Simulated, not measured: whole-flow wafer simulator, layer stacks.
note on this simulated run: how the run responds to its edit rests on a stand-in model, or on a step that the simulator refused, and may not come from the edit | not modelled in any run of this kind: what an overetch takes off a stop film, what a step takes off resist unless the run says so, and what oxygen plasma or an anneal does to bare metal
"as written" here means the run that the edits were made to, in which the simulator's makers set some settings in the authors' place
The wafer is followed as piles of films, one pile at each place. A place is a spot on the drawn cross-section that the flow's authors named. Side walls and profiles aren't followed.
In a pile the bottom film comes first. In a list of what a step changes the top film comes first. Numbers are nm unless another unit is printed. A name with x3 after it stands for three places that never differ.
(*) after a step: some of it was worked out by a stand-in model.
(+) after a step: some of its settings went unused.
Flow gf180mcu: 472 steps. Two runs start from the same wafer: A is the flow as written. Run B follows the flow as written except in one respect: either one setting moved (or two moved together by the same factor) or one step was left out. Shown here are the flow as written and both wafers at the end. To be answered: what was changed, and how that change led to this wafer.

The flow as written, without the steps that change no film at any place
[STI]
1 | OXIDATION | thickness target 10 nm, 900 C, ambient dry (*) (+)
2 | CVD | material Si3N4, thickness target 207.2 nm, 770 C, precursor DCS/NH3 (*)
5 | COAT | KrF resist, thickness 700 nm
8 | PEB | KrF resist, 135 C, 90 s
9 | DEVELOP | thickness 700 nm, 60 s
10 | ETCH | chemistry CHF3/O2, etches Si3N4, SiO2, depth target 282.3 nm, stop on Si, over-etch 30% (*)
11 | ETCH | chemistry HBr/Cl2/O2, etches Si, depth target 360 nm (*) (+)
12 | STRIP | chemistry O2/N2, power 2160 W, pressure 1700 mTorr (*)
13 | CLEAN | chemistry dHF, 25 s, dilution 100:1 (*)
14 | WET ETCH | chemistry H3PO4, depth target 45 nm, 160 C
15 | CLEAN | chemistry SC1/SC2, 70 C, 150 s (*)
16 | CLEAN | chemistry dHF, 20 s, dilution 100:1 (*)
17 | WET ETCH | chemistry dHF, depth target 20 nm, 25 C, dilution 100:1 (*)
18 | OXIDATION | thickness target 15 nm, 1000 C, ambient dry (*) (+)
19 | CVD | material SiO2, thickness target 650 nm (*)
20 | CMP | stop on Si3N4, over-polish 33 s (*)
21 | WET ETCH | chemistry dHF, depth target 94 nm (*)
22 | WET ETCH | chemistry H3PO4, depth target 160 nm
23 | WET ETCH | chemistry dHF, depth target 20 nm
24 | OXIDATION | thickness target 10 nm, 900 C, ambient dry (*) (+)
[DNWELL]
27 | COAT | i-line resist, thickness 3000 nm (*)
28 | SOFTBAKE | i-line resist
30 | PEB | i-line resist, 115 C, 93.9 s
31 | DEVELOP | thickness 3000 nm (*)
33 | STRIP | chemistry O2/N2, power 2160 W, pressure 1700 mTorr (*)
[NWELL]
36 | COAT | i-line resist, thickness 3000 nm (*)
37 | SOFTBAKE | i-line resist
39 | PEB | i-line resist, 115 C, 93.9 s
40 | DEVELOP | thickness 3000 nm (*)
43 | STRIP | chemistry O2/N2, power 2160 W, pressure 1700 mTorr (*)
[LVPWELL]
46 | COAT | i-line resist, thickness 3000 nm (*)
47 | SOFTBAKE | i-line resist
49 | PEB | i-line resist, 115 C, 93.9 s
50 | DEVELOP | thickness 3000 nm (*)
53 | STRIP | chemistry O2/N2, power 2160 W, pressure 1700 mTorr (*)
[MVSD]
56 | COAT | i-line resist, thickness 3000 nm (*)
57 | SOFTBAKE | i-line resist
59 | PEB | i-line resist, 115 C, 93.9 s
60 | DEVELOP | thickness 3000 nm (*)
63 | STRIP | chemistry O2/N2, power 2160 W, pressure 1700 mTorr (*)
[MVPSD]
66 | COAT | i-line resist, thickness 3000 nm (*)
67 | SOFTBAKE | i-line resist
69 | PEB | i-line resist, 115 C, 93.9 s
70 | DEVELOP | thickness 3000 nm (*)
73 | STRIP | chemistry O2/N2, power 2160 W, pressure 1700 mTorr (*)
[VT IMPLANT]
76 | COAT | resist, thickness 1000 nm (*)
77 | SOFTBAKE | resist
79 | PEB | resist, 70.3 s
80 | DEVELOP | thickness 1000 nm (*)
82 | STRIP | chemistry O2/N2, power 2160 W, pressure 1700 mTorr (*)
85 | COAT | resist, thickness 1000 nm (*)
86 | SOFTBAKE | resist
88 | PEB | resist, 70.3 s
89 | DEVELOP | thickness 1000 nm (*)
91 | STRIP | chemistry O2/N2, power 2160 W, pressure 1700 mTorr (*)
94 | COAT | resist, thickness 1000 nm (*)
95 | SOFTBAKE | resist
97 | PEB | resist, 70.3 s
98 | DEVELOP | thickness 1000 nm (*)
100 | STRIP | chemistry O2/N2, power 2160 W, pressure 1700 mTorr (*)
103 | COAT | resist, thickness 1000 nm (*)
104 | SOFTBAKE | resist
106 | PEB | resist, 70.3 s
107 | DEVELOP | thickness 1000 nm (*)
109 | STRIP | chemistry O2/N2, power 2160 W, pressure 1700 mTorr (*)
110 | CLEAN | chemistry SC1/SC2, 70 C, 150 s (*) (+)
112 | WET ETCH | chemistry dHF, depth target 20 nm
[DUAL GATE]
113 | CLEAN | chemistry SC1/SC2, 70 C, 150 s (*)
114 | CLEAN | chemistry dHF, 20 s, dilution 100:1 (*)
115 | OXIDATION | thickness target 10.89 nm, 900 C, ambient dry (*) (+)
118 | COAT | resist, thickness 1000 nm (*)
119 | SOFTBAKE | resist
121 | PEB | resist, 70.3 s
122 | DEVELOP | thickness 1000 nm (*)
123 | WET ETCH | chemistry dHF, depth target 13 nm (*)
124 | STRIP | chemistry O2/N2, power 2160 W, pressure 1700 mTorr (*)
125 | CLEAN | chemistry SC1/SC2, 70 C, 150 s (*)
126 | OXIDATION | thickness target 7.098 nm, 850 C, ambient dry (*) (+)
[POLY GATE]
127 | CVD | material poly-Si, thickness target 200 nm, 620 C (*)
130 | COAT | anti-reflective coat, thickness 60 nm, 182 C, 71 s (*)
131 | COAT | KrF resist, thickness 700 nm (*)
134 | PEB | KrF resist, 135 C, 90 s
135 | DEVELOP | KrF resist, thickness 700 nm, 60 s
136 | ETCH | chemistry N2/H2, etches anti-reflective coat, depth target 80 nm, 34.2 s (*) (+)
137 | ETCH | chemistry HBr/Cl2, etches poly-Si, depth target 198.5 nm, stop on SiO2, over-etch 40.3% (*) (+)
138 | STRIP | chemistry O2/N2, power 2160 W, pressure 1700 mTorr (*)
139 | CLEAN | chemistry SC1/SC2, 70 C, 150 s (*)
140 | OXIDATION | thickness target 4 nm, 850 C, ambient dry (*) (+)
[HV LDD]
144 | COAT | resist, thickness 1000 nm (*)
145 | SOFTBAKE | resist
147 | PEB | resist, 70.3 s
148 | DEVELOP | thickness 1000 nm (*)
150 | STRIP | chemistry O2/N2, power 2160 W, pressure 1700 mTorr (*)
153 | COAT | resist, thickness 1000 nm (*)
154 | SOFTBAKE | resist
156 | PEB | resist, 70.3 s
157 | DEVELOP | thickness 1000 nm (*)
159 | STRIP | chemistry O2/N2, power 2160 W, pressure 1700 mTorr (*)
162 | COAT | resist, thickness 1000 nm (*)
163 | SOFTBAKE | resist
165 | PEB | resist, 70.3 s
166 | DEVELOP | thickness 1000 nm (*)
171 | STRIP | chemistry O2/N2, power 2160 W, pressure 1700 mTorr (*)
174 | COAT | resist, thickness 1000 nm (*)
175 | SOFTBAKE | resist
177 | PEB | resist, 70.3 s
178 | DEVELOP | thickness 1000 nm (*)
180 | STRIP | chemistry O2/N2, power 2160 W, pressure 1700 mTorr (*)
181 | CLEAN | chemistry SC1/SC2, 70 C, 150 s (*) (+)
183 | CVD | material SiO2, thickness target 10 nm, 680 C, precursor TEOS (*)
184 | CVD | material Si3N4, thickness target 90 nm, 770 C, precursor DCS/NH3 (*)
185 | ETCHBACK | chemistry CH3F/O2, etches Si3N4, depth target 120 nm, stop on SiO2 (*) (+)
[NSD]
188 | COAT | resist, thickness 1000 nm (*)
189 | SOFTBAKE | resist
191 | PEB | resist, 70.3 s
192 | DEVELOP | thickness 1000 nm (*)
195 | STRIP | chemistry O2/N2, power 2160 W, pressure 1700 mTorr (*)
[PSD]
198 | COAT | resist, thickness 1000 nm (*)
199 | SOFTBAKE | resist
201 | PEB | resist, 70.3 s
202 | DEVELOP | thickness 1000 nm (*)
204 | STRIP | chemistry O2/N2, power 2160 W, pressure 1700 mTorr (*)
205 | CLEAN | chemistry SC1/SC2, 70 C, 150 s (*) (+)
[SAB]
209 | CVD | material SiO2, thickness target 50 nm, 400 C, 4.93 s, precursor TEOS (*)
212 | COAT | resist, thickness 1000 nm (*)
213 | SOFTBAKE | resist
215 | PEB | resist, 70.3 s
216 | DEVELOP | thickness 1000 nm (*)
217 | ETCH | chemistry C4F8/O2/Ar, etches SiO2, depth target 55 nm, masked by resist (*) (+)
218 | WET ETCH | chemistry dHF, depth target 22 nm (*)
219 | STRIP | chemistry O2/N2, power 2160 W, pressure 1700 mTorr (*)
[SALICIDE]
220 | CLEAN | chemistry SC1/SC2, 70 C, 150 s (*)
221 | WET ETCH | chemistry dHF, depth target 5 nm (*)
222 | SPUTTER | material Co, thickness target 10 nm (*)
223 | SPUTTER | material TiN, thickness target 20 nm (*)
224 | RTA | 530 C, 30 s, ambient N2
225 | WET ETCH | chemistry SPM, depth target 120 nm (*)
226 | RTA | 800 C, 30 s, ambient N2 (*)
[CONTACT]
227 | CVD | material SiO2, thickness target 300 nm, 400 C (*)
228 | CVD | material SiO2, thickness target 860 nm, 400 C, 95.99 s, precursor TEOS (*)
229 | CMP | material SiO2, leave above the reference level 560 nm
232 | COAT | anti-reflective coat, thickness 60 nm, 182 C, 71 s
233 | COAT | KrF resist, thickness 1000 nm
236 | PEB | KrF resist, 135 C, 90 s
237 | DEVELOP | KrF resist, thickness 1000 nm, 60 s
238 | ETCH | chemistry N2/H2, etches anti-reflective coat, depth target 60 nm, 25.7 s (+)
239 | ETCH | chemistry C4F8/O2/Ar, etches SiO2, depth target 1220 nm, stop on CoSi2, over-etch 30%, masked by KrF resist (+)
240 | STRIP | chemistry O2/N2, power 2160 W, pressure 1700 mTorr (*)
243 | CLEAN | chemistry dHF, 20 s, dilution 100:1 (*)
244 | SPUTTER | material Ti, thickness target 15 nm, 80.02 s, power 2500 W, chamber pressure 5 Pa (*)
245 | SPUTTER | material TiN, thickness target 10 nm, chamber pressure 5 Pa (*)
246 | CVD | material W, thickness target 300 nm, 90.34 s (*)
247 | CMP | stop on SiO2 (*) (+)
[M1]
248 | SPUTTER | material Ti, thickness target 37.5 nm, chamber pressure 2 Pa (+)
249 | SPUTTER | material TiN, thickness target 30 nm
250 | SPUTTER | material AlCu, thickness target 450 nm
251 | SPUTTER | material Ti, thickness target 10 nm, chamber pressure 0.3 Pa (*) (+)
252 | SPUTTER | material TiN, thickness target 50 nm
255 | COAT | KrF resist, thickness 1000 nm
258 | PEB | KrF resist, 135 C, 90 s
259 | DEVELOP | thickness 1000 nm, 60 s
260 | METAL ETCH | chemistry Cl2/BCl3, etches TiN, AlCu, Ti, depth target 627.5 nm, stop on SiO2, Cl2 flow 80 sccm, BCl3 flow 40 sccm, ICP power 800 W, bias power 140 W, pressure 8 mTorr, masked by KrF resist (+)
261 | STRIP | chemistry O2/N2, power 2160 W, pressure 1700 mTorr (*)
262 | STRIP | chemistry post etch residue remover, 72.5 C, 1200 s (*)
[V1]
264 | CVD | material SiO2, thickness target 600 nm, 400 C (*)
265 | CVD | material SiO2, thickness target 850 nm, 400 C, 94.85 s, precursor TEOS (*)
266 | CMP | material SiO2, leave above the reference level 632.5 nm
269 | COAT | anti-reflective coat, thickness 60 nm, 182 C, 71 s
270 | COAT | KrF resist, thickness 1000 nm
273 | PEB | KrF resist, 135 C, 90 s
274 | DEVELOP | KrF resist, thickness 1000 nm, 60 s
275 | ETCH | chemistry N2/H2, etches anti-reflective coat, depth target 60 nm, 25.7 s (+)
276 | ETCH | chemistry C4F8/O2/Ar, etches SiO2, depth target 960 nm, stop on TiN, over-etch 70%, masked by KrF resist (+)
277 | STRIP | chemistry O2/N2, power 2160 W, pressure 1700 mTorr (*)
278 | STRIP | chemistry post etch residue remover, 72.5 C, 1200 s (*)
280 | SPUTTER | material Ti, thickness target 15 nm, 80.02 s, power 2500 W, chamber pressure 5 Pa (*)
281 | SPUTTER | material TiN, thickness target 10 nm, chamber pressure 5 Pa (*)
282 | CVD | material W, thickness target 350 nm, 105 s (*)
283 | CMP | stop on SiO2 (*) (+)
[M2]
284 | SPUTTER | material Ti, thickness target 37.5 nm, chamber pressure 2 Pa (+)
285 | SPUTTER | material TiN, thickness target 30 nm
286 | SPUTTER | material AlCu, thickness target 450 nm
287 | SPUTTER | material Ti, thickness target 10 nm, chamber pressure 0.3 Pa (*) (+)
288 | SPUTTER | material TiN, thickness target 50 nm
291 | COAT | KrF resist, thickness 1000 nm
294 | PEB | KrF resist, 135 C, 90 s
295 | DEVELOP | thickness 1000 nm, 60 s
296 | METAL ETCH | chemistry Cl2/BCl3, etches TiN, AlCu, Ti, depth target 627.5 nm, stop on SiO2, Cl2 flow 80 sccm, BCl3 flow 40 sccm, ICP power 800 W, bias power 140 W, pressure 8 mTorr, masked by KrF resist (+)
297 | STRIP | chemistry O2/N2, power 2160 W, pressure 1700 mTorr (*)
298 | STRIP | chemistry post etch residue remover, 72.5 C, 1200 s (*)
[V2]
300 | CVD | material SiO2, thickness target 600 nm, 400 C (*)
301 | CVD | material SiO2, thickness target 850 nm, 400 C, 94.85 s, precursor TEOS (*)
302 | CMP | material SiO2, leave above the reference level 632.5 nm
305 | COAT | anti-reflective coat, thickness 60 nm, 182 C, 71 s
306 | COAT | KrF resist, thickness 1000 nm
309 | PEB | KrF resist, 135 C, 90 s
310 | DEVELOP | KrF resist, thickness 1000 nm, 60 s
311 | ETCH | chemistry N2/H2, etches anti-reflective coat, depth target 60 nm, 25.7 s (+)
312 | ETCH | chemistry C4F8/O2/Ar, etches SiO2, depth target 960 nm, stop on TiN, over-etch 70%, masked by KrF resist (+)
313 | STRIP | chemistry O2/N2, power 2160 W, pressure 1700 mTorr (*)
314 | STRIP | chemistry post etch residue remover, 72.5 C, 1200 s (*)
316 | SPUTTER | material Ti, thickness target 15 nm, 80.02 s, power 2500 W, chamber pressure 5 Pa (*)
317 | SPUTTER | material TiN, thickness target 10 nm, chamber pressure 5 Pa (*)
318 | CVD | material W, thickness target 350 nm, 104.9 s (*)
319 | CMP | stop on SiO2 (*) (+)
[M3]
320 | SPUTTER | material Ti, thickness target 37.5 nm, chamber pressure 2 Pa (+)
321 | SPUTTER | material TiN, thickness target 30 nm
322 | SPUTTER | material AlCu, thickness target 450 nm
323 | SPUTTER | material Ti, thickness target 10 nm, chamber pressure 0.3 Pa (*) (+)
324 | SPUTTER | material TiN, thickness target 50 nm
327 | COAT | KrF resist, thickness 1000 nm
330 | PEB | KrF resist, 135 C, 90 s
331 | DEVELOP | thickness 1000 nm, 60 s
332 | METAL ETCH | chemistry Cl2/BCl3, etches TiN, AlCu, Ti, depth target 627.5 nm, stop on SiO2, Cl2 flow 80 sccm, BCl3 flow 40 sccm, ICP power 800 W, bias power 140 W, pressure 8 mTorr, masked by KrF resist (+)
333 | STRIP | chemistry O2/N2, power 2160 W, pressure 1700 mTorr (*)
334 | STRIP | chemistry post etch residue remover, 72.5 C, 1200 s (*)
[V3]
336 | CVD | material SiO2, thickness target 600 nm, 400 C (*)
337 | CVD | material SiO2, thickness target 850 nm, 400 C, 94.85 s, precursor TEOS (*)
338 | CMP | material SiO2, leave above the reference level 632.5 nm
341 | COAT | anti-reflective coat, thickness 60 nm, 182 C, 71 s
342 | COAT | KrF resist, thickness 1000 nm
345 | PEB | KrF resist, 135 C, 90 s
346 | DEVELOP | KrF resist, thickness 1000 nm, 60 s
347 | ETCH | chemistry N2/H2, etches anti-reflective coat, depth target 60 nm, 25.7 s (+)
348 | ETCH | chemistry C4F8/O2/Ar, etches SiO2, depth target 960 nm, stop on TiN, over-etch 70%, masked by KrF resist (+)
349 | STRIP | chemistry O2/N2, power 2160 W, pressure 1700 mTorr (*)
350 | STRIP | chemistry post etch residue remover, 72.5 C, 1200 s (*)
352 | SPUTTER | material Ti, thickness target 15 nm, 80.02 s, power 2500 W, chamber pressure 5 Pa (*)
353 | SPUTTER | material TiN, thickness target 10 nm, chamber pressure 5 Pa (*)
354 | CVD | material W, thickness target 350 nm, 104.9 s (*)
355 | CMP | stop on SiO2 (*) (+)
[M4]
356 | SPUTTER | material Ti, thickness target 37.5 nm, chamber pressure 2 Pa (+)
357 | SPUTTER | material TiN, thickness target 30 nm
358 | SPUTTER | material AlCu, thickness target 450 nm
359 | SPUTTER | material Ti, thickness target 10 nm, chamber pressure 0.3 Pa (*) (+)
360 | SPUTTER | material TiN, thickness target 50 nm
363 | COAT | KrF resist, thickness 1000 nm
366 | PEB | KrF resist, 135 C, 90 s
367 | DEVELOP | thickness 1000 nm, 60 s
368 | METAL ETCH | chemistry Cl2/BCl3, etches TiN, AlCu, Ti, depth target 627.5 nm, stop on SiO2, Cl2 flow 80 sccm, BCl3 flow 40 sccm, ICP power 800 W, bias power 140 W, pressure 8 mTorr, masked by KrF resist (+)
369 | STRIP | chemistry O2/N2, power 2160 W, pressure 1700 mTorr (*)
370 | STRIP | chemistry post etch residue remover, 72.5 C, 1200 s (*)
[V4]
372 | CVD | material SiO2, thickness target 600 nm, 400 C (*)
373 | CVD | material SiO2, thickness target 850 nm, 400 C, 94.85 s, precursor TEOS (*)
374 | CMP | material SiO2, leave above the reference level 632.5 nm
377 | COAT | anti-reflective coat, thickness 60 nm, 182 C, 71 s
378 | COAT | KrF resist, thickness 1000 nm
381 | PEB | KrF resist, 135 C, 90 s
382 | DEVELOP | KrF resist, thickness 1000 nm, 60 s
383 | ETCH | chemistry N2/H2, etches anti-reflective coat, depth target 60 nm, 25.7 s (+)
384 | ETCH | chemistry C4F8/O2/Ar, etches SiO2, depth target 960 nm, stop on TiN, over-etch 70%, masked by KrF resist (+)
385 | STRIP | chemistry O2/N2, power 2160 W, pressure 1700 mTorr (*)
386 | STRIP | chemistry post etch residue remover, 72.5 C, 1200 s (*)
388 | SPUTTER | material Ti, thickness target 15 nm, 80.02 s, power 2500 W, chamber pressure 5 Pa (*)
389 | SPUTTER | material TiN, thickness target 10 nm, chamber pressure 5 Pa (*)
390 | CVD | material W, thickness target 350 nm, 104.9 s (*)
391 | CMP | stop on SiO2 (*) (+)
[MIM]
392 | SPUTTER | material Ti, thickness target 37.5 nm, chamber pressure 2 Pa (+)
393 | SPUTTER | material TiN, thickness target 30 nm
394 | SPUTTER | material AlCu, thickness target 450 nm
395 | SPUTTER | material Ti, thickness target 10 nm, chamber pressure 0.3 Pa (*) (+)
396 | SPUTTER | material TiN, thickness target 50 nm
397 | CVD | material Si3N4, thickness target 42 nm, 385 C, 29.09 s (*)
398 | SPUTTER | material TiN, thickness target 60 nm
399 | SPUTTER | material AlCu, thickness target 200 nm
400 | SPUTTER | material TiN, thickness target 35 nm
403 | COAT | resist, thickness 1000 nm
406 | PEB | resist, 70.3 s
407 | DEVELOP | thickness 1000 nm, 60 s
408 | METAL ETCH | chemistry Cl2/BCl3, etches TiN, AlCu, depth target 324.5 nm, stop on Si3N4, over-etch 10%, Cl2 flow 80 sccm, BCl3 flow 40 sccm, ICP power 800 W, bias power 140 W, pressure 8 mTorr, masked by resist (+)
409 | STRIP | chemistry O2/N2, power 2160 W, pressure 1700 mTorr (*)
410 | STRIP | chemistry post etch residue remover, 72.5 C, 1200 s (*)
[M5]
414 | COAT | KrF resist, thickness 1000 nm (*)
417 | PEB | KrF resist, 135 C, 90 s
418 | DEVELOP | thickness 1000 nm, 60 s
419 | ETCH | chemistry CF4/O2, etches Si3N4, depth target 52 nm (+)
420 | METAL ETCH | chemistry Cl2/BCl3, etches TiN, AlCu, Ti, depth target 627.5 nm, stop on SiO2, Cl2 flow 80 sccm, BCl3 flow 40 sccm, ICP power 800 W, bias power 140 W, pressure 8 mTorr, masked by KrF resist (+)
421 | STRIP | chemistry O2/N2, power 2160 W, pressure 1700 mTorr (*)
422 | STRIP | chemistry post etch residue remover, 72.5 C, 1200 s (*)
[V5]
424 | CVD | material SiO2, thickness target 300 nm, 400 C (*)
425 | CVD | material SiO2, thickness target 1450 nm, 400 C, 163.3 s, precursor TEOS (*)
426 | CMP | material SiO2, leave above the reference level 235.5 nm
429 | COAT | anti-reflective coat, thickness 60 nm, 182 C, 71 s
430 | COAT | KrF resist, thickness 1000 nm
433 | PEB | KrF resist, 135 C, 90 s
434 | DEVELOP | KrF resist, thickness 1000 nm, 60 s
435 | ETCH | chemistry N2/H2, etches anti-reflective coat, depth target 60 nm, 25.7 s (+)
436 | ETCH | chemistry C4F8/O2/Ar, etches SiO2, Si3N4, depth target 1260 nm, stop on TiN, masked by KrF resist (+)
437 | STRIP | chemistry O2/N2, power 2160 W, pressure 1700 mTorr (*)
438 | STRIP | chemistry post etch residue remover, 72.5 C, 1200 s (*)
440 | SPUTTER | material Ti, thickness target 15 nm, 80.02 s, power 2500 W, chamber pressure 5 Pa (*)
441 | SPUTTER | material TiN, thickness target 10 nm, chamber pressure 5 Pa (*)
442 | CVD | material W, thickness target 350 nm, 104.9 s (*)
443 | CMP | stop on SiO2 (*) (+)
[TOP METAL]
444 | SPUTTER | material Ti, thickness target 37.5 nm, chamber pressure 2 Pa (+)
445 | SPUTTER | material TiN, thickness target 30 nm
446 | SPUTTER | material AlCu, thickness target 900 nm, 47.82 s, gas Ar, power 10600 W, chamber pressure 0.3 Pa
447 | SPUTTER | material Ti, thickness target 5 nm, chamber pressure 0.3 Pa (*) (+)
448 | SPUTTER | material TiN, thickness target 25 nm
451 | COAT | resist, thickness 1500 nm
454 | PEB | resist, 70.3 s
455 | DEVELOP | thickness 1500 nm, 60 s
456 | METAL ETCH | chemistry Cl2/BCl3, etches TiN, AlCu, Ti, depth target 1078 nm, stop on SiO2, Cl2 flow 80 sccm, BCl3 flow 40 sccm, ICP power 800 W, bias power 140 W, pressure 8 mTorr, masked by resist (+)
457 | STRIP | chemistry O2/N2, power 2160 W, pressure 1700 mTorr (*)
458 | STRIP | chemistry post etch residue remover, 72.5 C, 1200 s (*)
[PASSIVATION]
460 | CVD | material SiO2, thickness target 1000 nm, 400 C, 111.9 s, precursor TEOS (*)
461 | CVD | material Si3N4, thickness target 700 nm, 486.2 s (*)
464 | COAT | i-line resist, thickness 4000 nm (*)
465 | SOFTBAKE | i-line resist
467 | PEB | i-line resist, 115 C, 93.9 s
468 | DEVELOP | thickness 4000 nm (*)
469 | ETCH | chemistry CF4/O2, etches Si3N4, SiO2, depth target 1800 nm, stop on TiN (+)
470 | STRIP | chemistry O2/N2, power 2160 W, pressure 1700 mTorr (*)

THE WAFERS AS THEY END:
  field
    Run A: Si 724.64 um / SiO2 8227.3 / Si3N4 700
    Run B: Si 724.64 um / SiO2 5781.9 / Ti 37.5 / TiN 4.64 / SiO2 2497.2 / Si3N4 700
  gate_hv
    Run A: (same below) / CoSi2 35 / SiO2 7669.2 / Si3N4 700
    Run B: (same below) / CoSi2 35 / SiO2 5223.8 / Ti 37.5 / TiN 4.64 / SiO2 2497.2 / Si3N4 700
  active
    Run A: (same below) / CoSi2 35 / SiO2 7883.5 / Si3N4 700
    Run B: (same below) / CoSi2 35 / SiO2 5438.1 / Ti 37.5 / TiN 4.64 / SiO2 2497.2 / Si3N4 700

Cause: step 394, SPUTTER: thickness target 544 nm was run, whereas the flow has thickness target 450 nm.

The path from the change to this, step by step:
  394 | SPUTTER | material AlCu, thickness target 450 nm
      field, field__w1, field__w2 and 108 more: A AlCu gains 450 (new film) | B AlCu gains 544 (new film)
  420 | METAL ETCH | chemistry Cl2/BCl3, etches TiN, AlCu, Ti, depth target 627.5 nm, stop on SiO2, Cl2 flow 80 sccm, BCl3 flow 40 sccm, ICP power 800 W, bias power 140 W, pressure 8 mTorr, masked by KrF resist (+)
      field, field__w1, field__w2 and 101 more: A TiN loses 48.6 (all of it), Ti loses 10 (all of it), AlCu loses 450 (all of it), TiN loses 30 (all of it), Ti loses 37.5 (all of it) | B TiN loses 48.6 (all of it), Ti loses 10 (all of it), AlCu loses 544 (all of it), TiN loses 24.9
  424 | CVD | material SiO2, thickness target 300 nm, 400 C (*)
      field, field__w1, field__w2 and 101 more: A SiO2 gains 300 | B SiO2 gains 300 (new film)
  426 | CMP | material SiO2, leave above the reference level 235.5 nm
      field, field__w1, field__w5 and 92 more: A SiO2 loses 300.8 | B SiO2 loses 249
      field__w2, field__w3, field__w12 and 6 more: A SiO2 loses 272.7 | B SiO2 loses 218.5
Taking metal films that touch as one body, field has 1 body; the flow as written gives 0 bodies.
Taking metal films that touch as one body, gate_hv has 2 bodies (between them, from the top down: SiO2 5223.8); the flow as written gives 1 body.
Taking metal films that touch as one body, active has 2 bodies (between them, from the top down: SiO2 5438.1); the flow as written gives 1 body.
